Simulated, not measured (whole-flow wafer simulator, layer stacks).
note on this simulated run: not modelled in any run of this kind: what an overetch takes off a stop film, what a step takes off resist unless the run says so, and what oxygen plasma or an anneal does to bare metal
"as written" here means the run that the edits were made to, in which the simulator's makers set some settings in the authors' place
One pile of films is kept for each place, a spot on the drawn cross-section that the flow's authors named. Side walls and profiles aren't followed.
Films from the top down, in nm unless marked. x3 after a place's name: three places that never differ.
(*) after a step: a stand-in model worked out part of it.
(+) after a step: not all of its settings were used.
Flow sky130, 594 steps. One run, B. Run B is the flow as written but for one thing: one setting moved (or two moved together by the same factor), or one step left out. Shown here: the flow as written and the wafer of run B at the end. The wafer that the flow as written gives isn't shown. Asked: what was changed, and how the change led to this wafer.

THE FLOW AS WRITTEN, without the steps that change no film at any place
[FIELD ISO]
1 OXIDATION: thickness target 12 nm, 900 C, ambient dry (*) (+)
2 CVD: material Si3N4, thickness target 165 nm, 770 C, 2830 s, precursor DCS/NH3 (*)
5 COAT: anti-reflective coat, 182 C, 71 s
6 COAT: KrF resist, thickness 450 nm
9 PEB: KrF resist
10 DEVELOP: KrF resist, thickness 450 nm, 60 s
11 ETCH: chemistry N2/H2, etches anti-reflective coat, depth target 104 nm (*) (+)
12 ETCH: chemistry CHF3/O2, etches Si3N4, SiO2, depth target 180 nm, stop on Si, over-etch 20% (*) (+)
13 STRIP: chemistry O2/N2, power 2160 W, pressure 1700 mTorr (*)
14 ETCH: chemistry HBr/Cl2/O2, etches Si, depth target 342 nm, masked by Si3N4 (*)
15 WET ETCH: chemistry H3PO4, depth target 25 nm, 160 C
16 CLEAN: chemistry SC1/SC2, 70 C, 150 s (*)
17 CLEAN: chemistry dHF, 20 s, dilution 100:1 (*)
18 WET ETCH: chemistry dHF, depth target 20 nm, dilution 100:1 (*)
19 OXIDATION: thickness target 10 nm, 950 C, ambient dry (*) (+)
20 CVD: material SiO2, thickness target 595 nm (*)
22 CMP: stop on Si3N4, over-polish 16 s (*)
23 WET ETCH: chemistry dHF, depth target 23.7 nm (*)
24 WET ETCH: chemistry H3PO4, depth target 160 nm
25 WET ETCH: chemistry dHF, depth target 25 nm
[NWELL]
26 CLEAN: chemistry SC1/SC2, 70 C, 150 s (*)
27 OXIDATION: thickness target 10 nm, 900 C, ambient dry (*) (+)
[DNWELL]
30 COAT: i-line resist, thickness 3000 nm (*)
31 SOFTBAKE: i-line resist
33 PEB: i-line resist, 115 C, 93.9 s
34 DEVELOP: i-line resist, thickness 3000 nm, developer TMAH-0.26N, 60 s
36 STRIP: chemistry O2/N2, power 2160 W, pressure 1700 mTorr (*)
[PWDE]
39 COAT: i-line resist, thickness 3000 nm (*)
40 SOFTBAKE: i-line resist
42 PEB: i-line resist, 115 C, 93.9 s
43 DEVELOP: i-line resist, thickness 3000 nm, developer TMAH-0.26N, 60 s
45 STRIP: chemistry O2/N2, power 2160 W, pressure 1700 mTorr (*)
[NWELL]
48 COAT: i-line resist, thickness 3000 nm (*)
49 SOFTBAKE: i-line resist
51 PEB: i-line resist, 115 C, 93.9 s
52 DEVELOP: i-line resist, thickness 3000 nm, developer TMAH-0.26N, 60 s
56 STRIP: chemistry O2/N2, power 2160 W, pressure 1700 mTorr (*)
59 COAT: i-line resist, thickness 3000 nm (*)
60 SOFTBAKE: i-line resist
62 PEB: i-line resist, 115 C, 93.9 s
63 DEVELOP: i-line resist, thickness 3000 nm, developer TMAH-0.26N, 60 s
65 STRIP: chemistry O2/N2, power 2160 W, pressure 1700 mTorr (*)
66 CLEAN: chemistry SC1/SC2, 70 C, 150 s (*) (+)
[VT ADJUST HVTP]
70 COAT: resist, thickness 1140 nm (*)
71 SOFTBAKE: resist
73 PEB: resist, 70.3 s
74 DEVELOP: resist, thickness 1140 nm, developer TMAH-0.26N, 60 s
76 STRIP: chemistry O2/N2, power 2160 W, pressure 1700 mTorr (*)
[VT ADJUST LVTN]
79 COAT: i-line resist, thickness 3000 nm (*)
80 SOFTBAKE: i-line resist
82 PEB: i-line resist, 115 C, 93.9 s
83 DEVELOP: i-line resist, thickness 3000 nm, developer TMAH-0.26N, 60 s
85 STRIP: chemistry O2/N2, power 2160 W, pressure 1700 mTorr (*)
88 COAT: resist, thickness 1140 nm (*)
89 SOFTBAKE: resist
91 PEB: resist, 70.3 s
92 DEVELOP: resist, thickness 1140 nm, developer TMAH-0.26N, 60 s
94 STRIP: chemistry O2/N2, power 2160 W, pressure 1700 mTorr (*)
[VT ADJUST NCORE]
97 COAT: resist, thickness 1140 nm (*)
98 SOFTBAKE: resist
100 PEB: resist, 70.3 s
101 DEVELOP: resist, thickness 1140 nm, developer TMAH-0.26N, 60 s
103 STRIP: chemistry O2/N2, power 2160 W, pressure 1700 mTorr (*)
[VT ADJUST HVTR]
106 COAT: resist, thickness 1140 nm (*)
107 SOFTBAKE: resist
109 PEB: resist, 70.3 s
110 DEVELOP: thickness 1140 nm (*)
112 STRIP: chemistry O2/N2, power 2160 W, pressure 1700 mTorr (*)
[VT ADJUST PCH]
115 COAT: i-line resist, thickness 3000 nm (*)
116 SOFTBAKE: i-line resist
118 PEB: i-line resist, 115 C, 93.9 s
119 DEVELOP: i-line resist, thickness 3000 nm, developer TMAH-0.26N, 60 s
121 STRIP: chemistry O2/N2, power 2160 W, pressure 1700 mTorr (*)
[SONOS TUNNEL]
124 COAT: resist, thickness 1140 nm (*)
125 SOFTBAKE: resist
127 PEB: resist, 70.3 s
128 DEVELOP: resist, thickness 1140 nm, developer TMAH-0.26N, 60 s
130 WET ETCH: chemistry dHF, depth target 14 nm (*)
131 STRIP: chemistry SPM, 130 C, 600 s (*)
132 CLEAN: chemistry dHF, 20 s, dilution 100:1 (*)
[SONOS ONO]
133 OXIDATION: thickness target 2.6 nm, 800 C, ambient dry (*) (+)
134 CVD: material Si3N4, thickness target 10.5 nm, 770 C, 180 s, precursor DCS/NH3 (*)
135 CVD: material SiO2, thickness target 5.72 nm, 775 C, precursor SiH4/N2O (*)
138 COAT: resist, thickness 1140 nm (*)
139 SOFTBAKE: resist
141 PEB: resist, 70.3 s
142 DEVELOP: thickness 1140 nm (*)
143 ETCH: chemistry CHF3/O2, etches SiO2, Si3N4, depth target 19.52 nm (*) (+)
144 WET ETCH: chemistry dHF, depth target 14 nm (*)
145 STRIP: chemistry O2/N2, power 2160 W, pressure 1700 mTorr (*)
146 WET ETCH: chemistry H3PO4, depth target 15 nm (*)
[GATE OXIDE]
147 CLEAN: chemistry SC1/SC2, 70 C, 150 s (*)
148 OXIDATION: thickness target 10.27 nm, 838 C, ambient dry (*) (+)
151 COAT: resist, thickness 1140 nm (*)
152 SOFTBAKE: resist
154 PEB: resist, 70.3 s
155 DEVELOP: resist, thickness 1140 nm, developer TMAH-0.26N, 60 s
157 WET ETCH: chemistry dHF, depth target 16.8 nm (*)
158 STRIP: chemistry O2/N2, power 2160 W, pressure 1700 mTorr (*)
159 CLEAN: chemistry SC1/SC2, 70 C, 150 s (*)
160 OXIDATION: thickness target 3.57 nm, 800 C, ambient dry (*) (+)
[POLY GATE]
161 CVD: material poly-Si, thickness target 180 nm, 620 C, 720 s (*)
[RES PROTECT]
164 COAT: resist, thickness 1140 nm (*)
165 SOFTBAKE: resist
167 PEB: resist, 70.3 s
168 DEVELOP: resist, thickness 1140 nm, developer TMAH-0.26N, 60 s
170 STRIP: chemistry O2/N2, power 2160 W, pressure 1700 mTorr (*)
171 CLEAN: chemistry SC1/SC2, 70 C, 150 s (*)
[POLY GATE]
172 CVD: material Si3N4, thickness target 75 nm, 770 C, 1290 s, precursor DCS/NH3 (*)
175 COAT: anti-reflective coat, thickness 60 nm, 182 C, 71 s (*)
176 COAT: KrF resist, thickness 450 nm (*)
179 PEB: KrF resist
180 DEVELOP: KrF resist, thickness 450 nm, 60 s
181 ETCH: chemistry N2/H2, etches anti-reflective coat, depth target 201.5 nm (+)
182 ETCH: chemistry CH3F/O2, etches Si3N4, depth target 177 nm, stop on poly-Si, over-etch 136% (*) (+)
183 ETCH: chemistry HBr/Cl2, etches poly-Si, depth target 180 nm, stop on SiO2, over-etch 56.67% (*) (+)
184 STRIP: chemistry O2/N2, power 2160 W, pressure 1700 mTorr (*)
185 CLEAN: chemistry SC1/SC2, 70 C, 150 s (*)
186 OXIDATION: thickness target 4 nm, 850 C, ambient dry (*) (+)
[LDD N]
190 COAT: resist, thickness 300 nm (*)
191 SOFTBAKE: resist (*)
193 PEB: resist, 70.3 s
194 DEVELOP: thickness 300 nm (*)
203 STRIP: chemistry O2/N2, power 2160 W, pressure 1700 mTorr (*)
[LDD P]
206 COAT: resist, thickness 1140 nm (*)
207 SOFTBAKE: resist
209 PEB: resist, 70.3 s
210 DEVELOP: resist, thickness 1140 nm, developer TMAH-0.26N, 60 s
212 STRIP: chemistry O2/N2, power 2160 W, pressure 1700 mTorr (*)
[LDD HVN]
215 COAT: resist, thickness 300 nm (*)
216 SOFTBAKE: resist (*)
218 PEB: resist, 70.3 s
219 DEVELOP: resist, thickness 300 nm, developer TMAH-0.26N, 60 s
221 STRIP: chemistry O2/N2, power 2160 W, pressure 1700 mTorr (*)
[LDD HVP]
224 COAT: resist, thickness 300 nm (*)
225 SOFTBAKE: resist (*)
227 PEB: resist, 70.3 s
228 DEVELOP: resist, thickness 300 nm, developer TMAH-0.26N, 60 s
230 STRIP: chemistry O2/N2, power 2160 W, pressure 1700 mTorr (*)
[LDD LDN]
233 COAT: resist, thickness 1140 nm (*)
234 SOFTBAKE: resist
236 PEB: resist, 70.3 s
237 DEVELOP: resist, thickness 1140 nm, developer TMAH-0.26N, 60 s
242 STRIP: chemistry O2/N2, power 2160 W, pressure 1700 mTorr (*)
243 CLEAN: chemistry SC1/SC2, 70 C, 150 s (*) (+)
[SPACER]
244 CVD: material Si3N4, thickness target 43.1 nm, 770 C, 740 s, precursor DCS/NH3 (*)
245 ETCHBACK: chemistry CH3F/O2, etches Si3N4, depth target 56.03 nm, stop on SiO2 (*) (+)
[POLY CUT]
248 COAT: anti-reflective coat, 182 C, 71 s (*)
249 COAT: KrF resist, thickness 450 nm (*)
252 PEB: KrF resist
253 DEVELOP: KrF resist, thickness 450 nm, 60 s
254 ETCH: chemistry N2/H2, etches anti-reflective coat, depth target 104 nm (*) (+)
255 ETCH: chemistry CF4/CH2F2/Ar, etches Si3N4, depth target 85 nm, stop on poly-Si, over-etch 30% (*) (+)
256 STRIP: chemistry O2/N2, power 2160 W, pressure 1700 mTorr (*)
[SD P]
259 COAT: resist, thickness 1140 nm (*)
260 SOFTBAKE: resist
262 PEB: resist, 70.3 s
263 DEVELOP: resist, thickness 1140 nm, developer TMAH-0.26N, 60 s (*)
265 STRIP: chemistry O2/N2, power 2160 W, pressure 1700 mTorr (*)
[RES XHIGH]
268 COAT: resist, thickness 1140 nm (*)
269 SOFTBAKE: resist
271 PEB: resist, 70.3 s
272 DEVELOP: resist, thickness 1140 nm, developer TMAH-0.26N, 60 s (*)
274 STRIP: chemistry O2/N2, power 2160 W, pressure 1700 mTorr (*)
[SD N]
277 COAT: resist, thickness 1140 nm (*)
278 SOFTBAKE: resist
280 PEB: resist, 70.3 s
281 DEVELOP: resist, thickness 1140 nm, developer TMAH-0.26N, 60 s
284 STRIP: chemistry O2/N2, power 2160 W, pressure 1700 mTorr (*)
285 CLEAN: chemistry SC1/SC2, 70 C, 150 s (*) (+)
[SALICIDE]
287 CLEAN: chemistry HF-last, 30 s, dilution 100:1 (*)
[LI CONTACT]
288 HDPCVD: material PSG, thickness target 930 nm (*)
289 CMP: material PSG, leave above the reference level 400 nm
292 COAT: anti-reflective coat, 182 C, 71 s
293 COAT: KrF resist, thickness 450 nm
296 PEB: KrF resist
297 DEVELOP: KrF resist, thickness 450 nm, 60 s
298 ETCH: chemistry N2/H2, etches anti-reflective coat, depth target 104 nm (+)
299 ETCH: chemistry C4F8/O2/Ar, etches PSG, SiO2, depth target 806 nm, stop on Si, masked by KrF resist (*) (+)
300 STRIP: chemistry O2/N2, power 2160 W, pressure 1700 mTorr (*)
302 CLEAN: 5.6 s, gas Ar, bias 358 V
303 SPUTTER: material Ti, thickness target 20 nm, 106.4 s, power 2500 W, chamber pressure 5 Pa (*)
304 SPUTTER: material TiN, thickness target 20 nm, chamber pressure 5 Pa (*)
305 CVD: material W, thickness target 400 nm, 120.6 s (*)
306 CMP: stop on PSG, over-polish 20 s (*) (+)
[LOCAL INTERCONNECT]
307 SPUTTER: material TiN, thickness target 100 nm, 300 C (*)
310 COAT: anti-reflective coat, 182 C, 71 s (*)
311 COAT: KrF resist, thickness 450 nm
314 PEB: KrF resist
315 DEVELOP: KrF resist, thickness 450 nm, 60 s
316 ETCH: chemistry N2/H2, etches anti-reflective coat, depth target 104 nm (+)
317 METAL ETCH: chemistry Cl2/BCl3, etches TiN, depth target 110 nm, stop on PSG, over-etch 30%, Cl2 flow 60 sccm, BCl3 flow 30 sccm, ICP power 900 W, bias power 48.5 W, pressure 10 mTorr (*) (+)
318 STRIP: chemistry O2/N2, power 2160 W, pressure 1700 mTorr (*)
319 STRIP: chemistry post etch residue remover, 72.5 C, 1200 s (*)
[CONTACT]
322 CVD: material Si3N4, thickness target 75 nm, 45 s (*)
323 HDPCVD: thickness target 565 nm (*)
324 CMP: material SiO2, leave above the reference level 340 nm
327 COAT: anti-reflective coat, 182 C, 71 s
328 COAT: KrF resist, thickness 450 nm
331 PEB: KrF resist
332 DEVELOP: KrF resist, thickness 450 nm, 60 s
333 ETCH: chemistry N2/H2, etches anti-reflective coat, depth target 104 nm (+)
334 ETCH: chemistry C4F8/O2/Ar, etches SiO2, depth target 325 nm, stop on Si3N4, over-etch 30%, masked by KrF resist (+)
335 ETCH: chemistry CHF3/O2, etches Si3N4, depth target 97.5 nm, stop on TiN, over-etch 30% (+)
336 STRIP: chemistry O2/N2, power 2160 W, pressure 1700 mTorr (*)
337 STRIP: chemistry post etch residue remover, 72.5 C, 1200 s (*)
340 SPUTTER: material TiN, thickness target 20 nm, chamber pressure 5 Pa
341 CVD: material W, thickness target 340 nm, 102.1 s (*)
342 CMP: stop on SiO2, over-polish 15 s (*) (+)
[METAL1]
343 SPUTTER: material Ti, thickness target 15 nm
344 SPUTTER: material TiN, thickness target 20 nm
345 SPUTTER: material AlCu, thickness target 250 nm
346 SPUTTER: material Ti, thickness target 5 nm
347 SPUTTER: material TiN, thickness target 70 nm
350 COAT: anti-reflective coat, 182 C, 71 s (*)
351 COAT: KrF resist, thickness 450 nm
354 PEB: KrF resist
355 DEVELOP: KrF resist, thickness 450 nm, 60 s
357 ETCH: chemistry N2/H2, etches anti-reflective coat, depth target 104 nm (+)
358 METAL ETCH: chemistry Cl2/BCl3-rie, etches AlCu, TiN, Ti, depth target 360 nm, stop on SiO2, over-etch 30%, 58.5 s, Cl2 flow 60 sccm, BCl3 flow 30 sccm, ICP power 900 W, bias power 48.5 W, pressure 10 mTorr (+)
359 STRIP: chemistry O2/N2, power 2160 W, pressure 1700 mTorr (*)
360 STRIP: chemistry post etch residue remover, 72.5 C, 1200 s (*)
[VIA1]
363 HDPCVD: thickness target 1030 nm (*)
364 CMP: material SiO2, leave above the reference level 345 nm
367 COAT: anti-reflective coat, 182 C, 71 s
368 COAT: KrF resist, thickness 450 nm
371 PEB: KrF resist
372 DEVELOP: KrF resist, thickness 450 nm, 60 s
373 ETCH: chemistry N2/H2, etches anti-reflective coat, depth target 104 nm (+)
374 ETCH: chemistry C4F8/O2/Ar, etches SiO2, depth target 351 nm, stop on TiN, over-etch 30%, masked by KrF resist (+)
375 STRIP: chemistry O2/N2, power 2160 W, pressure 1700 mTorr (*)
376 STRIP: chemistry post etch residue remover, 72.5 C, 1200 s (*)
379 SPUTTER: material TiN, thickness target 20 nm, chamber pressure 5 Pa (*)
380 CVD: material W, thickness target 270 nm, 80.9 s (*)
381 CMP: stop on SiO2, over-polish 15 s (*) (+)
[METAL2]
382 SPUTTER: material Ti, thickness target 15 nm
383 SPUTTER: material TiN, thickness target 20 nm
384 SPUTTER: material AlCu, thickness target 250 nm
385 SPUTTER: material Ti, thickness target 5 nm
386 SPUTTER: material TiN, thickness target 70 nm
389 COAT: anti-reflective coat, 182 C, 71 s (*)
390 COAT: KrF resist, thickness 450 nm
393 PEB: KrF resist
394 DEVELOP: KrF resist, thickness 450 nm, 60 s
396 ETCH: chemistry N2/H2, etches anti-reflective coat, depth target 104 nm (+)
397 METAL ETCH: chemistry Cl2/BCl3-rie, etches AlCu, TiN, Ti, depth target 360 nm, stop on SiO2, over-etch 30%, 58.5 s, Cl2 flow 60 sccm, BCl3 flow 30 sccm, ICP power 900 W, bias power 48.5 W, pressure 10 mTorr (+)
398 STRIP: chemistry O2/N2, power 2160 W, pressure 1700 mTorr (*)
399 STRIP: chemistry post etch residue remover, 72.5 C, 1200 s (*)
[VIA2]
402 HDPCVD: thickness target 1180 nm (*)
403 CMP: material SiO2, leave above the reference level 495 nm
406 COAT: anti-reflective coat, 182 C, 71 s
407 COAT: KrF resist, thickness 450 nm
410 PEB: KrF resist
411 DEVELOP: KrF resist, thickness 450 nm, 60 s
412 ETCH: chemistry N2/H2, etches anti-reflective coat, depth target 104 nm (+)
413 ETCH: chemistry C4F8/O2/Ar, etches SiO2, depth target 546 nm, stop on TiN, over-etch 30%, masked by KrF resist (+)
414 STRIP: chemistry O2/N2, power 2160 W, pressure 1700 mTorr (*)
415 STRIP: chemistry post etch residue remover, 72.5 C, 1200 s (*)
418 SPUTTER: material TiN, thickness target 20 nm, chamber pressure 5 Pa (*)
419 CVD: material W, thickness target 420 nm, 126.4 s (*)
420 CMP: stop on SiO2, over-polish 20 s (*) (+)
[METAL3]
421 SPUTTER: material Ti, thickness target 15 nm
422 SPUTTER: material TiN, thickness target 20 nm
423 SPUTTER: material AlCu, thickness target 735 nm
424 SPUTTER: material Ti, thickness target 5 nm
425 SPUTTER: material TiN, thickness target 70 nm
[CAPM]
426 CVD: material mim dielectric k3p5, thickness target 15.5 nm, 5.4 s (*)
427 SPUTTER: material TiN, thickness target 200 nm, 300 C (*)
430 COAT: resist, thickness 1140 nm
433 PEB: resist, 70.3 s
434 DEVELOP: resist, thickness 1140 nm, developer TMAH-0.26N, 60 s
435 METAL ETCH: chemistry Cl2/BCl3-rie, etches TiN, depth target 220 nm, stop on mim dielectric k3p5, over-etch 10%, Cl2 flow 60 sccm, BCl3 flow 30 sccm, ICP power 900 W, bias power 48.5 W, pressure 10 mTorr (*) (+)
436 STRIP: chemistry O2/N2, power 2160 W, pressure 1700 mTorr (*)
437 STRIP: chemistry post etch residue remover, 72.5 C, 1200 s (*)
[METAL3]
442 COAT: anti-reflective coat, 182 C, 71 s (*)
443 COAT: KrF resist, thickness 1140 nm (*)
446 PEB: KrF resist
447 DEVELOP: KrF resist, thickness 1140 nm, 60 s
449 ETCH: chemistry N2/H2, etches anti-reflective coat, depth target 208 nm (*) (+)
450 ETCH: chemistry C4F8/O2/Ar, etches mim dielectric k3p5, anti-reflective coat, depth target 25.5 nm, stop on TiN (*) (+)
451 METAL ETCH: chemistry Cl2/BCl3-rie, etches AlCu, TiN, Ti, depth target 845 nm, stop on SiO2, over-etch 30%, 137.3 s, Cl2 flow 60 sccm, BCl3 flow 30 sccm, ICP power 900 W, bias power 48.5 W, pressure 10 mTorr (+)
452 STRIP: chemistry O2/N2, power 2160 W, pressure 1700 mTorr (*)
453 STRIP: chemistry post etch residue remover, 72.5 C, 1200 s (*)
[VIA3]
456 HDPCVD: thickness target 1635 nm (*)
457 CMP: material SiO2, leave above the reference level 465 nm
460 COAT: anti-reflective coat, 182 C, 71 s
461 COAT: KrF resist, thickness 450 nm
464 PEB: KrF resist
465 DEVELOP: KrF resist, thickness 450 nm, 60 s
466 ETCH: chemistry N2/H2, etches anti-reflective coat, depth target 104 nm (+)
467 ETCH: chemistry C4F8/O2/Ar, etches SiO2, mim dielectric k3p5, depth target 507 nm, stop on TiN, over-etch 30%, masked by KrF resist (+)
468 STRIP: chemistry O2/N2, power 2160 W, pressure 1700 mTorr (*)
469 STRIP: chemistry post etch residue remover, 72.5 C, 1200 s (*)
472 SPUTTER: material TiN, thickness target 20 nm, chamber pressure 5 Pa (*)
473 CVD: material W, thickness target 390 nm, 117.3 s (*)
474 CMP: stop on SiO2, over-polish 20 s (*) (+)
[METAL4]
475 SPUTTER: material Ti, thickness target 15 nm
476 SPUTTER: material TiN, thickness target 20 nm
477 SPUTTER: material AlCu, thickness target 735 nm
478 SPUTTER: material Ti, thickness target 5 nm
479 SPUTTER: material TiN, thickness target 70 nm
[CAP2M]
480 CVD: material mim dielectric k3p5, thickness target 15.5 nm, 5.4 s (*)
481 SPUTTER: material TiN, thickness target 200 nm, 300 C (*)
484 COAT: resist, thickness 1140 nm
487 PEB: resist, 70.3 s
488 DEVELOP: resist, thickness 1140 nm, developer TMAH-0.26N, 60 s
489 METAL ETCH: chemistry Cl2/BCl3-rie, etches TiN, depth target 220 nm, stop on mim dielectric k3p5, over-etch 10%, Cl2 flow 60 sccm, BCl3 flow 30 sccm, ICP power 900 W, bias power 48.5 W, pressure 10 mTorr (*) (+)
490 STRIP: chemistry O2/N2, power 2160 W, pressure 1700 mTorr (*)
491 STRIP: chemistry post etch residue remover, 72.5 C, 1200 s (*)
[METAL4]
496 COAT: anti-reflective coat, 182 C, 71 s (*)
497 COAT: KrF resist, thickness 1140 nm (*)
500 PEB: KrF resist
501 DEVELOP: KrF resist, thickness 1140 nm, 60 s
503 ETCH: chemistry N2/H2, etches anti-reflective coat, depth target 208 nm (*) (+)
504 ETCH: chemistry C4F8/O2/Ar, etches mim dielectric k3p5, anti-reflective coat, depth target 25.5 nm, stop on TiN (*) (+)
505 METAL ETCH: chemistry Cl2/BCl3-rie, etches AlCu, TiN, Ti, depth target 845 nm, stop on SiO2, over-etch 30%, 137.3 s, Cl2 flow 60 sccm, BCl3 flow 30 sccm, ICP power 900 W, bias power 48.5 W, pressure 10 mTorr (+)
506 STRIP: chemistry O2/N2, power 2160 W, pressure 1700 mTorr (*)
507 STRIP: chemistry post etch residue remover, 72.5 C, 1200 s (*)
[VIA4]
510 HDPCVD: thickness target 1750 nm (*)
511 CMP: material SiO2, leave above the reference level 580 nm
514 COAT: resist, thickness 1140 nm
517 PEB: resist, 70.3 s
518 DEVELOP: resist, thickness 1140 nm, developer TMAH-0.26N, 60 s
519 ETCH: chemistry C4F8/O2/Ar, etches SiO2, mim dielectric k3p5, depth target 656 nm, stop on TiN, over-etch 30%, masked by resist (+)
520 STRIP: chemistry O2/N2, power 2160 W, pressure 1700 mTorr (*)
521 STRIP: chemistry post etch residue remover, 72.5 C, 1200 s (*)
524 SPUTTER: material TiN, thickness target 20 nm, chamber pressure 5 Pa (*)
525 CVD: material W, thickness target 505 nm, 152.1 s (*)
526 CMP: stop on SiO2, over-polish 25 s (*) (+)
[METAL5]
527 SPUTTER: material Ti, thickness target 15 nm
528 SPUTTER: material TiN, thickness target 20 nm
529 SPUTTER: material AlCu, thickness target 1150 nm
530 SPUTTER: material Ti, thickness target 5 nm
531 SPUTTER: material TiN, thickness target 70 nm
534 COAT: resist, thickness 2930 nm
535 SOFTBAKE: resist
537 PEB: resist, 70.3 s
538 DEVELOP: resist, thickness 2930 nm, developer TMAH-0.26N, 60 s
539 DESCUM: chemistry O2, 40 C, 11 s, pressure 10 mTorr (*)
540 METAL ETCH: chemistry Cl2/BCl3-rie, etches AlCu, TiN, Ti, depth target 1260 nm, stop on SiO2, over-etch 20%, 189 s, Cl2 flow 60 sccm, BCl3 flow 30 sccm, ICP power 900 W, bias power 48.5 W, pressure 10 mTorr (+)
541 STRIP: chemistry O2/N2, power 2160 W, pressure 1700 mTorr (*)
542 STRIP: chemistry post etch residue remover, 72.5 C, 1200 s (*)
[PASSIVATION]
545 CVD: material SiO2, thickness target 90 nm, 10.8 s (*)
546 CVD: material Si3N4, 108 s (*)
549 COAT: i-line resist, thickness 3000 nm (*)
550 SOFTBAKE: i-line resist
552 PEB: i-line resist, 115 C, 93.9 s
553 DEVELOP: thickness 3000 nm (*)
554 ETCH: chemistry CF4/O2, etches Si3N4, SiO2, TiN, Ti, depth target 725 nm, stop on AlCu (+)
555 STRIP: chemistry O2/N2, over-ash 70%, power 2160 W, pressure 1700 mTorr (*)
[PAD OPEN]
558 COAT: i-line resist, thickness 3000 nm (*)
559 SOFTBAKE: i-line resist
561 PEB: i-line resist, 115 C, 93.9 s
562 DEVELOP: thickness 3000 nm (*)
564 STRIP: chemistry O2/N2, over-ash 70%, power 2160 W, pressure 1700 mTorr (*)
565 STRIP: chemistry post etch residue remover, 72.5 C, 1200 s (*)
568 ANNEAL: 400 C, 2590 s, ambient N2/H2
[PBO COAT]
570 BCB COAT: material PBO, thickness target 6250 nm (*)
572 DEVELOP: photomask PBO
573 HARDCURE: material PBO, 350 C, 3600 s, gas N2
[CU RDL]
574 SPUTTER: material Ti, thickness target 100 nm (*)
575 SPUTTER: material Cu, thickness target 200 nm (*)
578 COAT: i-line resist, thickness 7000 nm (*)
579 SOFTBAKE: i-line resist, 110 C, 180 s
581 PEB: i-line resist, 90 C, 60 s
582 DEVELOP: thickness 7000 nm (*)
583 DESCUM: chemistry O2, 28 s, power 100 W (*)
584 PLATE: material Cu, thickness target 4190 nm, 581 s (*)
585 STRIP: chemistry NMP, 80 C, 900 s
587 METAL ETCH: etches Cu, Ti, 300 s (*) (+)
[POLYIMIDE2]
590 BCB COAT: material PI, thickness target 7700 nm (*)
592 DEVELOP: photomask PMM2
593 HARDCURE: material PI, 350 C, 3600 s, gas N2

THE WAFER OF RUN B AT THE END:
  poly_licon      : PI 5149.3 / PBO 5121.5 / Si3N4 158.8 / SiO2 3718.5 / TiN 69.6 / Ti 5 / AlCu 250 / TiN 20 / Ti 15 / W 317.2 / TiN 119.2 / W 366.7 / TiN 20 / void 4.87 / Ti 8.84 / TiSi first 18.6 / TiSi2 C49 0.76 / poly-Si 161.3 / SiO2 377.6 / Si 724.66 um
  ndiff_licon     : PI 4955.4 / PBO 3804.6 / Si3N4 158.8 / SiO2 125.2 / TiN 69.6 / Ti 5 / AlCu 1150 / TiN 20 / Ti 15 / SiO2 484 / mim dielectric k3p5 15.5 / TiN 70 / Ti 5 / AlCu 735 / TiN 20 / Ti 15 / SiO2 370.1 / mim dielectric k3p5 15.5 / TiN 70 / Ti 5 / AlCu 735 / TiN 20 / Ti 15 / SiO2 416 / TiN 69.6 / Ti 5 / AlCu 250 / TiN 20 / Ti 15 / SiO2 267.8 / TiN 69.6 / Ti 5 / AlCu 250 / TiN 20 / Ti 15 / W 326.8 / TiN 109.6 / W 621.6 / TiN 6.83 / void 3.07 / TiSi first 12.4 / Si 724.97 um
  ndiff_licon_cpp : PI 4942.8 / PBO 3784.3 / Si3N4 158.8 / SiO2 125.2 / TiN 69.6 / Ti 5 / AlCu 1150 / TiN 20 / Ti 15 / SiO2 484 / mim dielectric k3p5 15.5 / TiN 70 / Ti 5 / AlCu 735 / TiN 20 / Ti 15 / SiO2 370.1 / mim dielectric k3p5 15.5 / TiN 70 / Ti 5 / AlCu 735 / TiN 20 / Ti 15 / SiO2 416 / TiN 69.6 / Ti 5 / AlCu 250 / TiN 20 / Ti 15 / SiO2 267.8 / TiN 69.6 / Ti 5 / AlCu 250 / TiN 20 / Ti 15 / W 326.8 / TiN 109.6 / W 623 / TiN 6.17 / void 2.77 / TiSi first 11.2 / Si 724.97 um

The cause: step 568, ANNEAL: 450 C was run, where the flow has 400 C.

How the change led to this, step by step:
  568 ANNEAL: 400 C, 2590 s, ambient N2/H2
      poly_licon: under 11 films: void +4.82 (new film), Ti -11, TiSi first +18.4 (new film), TiSi2 C49 +0.76 (new film), poly-Si -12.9 (as written it would be: under 11 films: void +1.65 (new film), Ti -3.85, TiSi first +6.58 (new film), poly-Si -4.38)
      ndiff_licon: under 37 films: void +3.07 (new film), TiSi first +12.4 (new film), Ti -7.24 (all of it), Si -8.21 (as written it would be: under 37 films: void +1.63 (new film), Ti -3.85, TiSi first +6.58 (new film), Si -4.36)
      (and at 2 more places)
Counting metal films that touch as one body, ndiff_licon has 5 bodies (between them, from the top down: SiO2 484 / mim dielectric k3p5 15.5; SiO2 370.1 / mim dielectric k3p5 15.5; SiO2 416; SiO2 267.8); the flow as written gives 6 bodies (between them, from the top down: SiO2 484 / mim dielectric k3p5 15.5; SiO2 370.1 / mim dielectric k3p5 15.5; SiO2 416; SiO2 267.8; void 1.78).
Counting metal films that touch as one body, ndiff_licon_cpp has 5 bodies (between them, from the top down: SiO2 484 / mim dielectric k3p5 15.5; SiO2 370.1 / mim dielectric k3p5 15.5; SiO2 416; SiO2 267.8); the flow as written gives 6 bodies (between them, from the top down: SiO2 484 / mim dielectric k3p5 15.5; SiO2 370.1 / mim dielectric k3p5 15.5; SiO2 416; SiO2 267.8; void 1.78).
